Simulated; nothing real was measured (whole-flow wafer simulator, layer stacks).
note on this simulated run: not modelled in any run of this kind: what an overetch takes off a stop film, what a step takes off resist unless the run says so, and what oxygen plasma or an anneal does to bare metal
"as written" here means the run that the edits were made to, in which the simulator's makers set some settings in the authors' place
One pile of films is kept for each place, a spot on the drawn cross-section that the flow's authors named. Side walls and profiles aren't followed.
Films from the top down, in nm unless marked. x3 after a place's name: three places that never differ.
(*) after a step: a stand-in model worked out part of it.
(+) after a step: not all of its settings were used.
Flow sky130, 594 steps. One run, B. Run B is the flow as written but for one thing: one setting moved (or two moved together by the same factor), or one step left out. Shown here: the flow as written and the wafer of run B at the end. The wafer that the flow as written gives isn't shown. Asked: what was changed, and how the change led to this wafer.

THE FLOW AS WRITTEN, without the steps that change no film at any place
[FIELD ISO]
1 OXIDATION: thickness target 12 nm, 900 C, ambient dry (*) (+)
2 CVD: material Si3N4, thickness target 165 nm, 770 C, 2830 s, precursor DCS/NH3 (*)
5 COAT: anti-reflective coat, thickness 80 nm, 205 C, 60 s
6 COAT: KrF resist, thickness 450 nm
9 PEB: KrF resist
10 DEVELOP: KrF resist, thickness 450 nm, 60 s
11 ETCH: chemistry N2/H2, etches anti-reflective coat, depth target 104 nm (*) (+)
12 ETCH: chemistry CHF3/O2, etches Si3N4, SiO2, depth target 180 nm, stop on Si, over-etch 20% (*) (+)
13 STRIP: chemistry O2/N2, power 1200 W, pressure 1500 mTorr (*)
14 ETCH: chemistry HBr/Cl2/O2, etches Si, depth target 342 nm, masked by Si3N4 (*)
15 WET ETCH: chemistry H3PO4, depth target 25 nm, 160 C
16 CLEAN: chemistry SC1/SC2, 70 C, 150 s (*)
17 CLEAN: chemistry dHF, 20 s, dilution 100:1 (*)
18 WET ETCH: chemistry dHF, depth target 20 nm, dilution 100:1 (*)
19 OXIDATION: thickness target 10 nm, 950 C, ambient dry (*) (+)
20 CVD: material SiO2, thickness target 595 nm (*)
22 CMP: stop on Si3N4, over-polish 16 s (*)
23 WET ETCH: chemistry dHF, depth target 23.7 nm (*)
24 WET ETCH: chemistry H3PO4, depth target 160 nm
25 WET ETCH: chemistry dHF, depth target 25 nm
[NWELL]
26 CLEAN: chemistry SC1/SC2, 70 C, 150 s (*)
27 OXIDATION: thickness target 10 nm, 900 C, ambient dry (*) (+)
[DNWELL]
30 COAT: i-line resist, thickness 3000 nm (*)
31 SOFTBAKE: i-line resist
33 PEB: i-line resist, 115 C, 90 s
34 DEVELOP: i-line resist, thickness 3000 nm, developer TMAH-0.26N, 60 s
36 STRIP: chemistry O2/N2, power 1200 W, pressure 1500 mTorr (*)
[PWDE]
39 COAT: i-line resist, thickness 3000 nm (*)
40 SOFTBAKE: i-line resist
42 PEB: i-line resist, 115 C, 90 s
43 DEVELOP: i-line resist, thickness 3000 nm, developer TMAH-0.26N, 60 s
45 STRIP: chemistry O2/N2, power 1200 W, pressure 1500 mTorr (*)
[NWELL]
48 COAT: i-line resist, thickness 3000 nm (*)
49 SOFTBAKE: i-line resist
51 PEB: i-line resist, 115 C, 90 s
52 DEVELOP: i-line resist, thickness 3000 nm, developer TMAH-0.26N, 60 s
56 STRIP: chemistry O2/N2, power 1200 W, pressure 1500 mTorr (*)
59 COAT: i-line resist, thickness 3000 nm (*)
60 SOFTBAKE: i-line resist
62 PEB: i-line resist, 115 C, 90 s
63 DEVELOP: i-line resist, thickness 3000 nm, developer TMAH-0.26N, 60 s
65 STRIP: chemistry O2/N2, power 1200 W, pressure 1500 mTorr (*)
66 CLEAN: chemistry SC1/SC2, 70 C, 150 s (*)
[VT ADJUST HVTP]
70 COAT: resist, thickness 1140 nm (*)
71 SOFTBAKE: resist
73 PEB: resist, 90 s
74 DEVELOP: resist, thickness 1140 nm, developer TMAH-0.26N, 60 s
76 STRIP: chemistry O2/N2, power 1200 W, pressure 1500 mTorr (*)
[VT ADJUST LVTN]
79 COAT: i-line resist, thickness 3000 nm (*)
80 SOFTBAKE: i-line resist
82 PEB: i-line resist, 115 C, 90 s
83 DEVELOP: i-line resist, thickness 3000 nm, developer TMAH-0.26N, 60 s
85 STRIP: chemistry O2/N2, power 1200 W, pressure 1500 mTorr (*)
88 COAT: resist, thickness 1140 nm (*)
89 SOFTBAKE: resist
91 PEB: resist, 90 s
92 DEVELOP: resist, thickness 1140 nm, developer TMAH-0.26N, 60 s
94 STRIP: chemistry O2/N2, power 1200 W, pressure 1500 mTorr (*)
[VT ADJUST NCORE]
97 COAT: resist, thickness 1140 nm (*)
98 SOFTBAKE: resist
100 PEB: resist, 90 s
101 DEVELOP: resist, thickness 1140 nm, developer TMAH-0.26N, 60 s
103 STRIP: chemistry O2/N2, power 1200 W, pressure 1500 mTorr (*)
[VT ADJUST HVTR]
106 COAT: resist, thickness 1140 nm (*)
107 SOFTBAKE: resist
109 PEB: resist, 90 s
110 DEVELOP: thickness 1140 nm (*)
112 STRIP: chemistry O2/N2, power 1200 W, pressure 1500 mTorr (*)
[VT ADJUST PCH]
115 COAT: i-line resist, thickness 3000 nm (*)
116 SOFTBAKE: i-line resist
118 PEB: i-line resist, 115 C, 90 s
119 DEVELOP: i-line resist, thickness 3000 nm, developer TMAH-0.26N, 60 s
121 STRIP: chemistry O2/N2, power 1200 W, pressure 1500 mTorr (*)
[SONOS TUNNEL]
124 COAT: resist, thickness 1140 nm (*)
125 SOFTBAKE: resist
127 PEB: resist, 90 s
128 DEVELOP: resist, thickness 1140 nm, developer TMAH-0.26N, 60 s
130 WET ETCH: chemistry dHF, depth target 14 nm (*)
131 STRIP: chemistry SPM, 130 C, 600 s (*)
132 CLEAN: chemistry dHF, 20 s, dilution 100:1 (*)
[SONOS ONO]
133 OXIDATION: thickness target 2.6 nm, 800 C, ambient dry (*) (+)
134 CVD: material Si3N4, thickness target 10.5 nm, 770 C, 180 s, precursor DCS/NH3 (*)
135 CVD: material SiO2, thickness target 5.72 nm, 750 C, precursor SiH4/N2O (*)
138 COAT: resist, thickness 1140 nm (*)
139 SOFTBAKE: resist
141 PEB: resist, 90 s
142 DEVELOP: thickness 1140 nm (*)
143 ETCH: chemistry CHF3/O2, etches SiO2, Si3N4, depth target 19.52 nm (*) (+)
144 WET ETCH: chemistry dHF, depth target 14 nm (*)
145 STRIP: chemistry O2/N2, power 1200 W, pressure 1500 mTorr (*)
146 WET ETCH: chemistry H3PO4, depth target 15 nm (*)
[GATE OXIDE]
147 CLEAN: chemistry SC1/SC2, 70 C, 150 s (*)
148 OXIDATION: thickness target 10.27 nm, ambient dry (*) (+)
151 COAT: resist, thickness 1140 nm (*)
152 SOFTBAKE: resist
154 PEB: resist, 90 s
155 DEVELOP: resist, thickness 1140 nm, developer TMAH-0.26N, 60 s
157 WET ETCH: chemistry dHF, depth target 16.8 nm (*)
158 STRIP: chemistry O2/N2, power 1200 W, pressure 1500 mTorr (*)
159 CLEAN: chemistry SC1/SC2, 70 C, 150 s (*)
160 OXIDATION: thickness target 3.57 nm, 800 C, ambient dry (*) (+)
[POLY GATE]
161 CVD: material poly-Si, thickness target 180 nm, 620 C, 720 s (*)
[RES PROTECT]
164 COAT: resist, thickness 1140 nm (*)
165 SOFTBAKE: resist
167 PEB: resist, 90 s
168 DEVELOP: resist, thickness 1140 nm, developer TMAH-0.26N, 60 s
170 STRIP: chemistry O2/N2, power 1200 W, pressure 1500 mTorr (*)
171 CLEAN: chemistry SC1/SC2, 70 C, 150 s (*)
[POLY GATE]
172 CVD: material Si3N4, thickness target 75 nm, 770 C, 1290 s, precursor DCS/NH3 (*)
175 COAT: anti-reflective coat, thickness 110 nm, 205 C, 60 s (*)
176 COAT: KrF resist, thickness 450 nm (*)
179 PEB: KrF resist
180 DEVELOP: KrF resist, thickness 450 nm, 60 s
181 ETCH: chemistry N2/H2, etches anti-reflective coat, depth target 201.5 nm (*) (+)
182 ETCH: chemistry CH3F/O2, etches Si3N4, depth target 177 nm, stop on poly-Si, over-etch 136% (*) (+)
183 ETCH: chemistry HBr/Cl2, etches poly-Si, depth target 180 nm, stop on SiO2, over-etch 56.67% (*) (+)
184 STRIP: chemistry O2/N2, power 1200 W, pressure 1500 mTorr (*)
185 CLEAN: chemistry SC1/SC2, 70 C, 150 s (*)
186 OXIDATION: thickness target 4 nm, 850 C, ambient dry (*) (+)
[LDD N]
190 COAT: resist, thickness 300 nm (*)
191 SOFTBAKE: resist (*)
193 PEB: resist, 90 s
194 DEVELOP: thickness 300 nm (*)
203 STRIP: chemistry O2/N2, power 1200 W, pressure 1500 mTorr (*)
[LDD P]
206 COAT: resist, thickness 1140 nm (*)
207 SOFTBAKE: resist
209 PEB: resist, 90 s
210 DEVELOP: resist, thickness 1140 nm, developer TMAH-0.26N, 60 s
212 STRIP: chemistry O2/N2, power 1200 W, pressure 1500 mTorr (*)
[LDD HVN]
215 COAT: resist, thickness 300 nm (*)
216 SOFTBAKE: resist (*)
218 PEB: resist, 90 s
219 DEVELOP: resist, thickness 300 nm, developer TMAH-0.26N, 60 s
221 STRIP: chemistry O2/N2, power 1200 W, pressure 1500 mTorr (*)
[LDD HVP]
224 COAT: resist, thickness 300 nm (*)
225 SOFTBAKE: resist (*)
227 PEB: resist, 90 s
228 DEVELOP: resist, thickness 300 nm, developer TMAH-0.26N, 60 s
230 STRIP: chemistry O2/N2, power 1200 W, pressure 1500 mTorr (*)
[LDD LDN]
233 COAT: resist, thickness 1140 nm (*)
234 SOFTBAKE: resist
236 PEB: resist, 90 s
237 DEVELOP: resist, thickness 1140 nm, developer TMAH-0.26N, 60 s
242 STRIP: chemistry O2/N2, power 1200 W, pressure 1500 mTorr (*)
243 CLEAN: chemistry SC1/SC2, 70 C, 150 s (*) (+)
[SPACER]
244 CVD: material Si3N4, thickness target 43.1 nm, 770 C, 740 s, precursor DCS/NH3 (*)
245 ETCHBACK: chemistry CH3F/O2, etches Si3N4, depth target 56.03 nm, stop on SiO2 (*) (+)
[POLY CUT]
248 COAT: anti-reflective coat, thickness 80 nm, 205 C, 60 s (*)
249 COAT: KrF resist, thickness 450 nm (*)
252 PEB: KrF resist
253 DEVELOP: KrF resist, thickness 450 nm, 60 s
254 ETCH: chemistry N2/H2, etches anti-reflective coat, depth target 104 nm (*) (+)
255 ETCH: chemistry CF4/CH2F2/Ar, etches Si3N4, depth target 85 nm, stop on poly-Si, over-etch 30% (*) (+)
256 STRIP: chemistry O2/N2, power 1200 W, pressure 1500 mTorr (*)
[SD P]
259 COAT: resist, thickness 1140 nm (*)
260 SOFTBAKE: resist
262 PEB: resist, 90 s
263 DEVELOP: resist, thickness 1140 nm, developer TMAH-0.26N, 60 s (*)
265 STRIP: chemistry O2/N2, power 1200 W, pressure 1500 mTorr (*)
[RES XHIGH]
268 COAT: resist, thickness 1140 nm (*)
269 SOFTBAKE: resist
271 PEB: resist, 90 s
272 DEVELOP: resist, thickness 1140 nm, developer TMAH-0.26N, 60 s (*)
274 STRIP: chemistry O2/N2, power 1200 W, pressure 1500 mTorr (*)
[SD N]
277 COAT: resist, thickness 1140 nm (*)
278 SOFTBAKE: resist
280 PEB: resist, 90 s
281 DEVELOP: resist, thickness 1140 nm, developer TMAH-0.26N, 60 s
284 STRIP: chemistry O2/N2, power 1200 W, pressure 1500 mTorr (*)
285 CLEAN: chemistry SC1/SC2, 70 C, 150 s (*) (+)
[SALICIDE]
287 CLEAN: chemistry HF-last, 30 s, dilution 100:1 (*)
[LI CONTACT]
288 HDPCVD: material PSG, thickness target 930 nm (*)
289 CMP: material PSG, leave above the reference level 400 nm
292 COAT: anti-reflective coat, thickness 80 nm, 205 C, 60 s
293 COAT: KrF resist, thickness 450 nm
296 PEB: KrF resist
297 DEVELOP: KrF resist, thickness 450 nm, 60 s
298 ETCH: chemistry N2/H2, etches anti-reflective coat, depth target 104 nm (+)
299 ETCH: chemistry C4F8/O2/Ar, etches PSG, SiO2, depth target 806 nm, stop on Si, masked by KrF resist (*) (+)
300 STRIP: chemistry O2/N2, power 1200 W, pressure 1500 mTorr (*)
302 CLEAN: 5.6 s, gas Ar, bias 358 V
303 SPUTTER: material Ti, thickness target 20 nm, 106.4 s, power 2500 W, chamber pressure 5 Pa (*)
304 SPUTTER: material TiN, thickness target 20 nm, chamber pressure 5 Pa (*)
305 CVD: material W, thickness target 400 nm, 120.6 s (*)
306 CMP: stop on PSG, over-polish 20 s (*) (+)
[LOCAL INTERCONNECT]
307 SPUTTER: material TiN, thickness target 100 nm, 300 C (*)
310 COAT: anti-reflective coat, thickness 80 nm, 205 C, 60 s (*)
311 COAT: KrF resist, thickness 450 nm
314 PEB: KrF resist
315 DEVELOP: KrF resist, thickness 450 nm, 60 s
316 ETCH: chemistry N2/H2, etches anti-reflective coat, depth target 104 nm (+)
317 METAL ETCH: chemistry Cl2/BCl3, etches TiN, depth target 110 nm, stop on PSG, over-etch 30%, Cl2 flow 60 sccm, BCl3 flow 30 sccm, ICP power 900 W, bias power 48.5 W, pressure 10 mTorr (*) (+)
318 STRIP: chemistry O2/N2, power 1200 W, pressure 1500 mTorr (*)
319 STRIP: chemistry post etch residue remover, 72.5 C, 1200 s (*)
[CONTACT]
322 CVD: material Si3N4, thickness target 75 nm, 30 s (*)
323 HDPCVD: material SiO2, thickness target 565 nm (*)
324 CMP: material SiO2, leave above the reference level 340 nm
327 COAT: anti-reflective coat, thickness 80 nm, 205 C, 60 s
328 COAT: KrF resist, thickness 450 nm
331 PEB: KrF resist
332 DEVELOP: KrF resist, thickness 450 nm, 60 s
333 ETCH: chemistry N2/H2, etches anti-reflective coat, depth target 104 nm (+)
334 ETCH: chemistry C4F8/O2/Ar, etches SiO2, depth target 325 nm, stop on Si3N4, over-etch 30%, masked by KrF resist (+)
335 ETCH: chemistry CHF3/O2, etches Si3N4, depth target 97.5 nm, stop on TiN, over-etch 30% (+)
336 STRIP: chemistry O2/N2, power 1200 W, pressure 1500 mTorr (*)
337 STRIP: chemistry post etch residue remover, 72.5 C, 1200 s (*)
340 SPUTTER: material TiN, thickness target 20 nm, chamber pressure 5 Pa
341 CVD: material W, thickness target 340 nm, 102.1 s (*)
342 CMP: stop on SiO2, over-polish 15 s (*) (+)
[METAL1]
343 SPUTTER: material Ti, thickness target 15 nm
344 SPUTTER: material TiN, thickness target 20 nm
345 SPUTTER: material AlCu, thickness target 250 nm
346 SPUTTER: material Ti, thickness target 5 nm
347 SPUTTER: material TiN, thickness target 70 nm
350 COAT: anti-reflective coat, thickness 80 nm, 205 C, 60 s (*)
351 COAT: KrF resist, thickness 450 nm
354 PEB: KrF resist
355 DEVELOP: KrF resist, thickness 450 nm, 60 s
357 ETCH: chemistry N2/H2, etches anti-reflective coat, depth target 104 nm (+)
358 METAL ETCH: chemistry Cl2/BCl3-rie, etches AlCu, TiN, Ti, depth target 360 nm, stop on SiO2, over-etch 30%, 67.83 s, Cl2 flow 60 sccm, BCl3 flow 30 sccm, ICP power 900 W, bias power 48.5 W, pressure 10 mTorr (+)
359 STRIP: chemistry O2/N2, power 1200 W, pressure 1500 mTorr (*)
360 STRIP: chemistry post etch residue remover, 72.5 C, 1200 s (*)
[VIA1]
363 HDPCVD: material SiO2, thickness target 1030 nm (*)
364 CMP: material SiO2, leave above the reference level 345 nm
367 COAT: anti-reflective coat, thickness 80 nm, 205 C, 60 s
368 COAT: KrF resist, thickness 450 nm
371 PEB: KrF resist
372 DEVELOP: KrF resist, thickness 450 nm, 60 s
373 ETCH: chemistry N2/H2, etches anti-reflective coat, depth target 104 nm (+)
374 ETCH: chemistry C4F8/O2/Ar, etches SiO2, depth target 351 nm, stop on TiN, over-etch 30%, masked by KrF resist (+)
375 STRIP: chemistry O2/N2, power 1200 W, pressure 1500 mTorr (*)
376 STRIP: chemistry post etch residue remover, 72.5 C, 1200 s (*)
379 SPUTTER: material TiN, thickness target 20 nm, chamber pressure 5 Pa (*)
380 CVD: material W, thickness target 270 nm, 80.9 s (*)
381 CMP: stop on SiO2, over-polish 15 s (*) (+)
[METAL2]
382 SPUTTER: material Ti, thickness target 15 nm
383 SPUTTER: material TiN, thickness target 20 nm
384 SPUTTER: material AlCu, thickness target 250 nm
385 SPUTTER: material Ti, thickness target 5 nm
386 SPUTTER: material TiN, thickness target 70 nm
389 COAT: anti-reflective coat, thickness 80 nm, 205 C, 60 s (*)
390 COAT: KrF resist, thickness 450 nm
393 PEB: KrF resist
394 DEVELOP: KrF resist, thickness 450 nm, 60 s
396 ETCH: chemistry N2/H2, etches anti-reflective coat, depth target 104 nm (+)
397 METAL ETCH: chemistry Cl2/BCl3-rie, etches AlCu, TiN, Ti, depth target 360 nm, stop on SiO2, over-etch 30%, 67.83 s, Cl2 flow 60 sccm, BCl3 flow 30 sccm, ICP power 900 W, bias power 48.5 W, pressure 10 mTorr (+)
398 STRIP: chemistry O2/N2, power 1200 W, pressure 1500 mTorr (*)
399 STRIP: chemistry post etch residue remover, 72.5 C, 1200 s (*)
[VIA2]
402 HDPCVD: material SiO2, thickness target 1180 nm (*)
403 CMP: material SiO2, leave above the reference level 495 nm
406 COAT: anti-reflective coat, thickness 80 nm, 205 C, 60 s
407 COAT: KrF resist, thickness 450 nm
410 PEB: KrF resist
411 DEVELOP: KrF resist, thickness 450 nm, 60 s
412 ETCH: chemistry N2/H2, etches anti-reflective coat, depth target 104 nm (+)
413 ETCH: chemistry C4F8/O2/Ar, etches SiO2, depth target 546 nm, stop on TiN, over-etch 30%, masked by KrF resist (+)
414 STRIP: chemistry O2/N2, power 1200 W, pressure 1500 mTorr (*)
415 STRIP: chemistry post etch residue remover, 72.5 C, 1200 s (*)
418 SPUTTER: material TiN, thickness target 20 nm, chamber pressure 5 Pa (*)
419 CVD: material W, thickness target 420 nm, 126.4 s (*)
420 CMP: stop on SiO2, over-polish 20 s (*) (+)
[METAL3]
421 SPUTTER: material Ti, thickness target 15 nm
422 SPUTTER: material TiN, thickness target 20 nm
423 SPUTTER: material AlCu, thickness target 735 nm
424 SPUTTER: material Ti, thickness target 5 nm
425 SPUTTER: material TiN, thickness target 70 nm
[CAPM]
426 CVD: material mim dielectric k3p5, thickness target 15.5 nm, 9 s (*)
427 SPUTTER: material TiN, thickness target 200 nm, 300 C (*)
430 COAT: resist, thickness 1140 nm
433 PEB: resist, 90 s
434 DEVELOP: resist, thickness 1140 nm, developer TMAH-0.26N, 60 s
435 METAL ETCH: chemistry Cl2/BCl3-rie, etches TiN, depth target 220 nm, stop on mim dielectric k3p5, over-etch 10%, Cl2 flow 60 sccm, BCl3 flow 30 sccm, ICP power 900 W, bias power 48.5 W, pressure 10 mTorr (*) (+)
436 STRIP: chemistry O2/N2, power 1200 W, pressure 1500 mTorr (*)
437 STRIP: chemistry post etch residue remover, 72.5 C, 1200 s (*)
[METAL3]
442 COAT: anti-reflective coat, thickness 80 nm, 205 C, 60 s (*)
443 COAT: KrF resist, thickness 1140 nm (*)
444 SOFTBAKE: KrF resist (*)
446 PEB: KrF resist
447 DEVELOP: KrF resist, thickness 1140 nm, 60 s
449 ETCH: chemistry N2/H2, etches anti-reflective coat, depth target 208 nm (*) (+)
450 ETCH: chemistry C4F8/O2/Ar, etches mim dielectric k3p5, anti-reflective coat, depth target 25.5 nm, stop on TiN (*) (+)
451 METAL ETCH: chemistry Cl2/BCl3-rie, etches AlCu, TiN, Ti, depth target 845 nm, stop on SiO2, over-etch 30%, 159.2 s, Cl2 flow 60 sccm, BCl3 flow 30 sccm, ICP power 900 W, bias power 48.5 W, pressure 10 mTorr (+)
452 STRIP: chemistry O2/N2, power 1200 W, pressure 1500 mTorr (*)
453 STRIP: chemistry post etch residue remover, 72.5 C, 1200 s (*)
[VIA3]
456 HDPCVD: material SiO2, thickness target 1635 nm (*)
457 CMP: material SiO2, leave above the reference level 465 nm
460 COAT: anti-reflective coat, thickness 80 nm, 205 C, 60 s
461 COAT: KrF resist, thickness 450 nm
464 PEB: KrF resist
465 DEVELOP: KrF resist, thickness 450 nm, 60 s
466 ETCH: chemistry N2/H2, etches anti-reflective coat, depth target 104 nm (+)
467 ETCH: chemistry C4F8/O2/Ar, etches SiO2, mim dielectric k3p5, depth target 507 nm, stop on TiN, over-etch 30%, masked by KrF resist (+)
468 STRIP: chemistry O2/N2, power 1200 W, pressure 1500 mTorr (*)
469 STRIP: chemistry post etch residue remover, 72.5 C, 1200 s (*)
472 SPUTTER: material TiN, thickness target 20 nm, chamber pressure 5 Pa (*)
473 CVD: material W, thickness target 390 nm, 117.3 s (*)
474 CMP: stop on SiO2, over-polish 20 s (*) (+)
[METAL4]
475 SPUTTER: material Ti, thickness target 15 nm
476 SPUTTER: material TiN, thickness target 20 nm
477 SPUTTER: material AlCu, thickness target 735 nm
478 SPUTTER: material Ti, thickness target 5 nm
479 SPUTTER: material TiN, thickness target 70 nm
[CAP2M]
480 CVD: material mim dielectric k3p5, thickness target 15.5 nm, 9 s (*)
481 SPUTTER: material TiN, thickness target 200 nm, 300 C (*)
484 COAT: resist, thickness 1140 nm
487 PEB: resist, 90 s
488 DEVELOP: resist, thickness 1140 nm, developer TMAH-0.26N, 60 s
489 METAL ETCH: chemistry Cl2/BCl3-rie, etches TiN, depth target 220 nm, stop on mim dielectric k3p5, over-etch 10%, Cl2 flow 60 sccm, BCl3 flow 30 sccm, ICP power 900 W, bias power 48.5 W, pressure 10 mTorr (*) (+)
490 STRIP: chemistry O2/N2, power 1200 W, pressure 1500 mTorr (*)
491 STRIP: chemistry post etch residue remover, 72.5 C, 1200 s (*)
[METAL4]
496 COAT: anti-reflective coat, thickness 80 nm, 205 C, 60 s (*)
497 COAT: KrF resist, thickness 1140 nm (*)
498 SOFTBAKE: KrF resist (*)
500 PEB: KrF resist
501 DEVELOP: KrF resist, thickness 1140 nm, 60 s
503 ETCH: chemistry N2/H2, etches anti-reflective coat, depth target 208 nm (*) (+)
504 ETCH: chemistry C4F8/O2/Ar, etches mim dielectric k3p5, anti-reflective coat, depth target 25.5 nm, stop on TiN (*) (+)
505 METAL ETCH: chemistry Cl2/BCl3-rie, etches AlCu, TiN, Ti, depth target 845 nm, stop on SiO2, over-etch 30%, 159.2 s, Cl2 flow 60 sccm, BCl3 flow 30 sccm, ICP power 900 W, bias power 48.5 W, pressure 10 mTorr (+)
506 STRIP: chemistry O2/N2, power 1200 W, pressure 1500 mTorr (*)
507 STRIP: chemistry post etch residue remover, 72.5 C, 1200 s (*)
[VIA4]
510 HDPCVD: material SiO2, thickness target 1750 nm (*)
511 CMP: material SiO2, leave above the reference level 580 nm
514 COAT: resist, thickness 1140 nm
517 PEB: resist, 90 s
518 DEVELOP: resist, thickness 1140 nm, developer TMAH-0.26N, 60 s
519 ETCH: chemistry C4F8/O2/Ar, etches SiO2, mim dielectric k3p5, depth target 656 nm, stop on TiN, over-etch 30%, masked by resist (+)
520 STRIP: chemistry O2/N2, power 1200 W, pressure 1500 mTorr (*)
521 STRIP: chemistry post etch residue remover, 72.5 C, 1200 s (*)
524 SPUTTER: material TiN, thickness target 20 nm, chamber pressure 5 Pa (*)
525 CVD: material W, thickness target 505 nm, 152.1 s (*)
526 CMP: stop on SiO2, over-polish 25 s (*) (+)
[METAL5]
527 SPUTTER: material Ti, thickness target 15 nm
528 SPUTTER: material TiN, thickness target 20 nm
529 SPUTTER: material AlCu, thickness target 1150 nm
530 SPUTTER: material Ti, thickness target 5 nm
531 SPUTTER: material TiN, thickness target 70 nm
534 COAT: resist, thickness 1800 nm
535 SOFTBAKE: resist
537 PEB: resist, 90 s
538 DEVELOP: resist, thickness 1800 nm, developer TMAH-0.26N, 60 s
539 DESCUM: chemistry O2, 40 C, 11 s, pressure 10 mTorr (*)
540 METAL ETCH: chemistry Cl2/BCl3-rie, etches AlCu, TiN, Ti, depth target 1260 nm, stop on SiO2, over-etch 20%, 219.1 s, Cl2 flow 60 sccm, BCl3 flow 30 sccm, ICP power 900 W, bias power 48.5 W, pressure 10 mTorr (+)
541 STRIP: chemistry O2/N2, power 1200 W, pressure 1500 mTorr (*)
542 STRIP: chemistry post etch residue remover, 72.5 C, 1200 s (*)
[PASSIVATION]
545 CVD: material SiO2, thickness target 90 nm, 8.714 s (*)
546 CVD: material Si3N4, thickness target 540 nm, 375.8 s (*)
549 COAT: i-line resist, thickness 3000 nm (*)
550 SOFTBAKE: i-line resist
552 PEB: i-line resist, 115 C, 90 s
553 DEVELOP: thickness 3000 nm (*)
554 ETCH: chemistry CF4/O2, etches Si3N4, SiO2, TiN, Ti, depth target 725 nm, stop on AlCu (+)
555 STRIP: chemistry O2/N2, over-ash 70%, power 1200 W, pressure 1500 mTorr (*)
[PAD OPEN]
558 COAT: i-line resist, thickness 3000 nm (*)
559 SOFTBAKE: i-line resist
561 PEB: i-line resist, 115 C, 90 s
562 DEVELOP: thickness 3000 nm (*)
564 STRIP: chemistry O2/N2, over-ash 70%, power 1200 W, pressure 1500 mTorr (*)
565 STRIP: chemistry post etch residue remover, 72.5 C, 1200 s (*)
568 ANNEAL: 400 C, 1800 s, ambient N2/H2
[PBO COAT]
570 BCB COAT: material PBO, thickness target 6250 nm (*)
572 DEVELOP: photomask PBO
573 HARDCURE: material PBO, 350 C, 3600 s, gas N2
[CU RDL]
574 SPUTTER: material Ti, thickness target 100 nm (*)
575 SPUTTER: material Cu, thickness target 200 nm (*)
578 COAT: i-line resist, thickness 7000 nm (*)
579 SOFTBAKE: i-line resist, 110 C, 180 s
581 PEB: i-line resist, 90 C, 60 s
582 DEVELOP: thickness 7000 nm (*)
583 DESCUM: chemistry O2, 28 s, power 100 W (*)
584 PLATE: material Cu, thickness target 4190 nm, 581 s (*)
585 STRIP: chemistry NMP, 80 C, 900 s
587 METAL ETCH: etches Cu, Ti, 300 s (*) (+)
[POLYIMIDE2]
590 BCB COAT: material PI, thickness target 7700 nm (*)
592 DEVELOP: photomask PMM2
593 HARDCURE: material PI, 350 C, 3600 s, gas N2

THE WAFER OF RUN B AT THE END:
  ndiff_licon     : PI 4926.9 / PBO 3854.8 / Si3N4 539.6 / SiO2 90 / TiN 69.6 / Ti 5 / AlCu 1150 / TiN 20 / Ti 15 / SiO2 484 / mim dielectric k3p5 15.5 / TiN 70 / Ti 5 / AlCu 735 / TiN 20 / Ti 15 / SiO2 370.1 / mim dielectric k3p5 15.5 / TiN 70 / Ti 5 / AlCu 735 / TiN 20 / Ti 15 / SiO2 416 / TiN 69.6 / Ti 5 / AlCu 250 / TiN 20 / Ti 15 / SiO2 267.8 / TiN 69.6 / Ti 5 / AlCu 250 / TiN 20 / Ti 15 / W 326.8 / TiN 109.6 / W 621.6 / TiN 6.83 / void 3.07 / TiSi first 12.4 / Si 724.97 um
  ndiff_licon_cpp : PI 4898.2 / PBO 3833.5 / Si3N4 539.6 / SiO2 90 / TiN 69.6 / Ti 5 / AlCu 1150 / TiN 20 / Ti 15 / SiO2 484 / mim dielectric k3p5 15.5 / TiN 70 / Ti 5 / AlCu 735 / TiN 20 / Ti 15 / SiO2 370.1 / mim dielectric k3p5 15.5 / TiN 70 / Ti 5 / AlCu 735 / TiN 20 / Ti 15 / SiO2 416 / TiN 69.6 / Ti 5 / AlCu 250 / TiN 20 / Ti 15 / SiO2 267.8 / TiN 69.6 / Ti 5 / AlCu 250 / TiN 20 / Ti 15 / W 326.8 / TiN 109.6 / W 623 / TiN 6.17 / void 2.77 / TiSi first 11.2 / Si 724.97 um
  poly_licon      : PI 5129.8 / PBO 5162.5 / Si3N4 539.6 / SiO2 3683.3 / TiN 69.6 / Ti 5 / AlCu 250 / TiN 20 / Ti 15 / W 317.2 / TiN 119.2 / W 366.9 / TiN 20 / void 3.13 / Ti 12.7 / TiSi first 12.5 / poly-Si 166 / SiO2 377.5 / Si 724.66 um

The cause: step 568, ANNEAL: 434 C was run, where the flow has 400 C.

How the change led to this, step by step:
  568 ANNEAL: 400 C, 1800 s, ambient N2/H2
      ndiff_licon_cpp: under 37 films: void +2.77 (new film), TiSi first +11.2 (new film), Ti -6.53 (all of it), Si -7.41 (as written it would be: under 37 films: void +1.52 (new film), Ti -3.59, TiSi first +6.13 (new film), Si -4.07)
      poly_licon, rpo_hd_licon: under 11 films: void +3.05 (new film), Ti -7.12, TiSi first +12.2 (new film), poly-Si -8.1 (as written it would be: under 11 films: void +1.54 (new film), Ti -3.59, TiSi first +6.13 (new film), poly-Si -4.08)
      (and at 1 more place)
Counting metal films that touch as one body, ndiff_licon has 5 bodies (between them, from the top down: SiO2 484 / mim dielectric k3p5 15.5; SiO2 370.1 / mim dielectric k3p5 15.5; SiO2 416; SiO2 267.8); the flow as written gives 6 bodies (between them, from the top down: SiO2 484 / mim dielectric k3p5 15.5; SiO2 370.1 / mim dielectric k3p5 15.5; SiO2 416; SiO2 267.8; void 1.67).
Counting metal films that touch as one body, ndiff_licon_cpp has 5 bodies (between them, from the top down: SiO2 484 / mim dielectric k3p5 15.5; SiO2 370.1 / mim dielectric k3p5 15.5; SiO2 416; SiO2 267.8); the flow as written gives 6 bodies (between them, from the top down: SiO2 484 / mim dielectric k3p5 15.5; SiO2 370.1 / mim dielectric k3p5 15.5; SiO2 416; SiO2 267.8; void 1.67).
